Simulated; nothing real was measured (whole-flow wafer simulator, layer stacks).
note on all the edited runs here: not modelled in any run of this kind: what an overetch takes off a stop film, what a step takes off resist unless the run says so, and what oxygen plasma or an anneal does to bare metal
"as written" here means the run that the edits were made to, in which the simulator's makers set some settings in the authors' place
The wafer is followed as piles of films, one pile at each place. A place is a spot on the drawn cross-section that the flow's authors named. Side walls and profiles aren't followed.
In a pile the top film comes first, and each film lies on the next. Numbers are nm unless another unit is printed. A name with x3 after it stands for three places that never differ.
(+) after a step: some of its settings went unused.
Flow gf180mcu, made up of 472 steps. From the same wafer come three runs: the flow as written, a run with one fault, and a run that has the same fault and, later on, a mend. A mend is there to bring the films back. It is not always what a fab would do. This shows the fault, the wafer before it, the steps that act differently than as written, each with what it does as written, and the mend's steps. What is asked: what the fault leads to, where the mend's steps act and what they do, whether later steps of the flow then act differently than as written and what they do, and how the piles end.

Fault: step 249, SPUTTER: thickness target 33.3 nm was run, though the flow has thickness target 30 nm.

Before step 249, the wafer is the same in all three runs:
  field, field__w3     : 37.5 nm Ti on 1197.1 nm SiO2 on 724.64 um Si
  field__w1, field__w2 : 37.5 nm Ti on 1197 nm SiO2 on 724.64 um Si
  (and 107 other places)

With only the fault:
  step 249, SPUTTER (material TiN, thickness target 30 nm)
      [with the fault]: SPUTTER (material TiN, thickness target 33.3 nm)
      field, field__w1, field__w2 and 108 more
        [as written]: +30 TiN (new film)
        [with the fault]: +33.3 TiN (new film)
  Later steps of the flow acting differently than as written (1 other step is not shown; it differs only slightly, by no more than 2% or 0.5 nm, whichever is larger):
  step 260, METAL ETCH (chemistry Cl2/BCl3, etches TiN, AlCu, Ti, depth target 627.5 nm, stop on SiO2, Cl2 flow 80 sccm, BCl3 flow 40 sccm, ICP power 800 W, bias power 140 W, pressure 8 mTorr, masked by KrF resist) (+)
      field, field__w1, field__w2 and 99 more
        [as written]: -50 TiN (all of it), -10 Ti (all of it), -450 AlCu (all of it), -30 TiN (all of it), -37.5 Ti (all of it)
        [with the fault]: -50 TiN (all of it), -10 Ti (all of it), -450 AlCu (all of it), -33.3 TiN (all of it), -37.5 Ti (all of it)
  The piles end different from the flow's at field__w8, contact, m1 and 6 more by more than 2% or 0.5 nm, whichever is larger.
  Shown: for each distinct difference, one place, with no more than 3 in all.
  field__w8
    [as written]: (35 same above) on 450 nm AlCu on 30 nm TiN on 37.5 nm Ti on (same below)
    [with the fault]: (35 same above) on 450 nm AlCu on 33.3 nm TiN on 37.5 nm Ti on (same below)
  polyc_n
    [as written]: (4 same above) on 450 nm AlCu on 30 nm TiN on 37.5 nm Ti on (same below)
    [with the fault]: (4 same above) on 450 nm AlCu on 33.3 nm TiN on 37.5 nm Ti on (same below)
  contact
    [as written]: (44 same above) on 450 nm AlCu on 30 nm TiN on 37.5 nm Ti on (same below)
    [with the fault]: (44 same above) on 450 nm AlCu on 33.3 nm TiN on 37.5 nm Ti on (same below)

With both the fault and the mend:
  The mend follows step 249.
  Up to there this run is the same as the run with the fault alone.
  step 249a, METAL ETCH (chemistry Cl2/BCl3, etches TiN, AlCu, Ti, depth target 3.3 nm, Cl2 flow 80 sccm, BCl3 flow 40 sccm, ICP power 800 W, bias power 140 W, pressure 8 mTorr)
      field, field__w1, field__w2 and 108 more
        -3.3 TiN
  Every later step of the flow that is run acts as written at every place that is followed.
  The piles end the same as the flow's at every place that both follow.
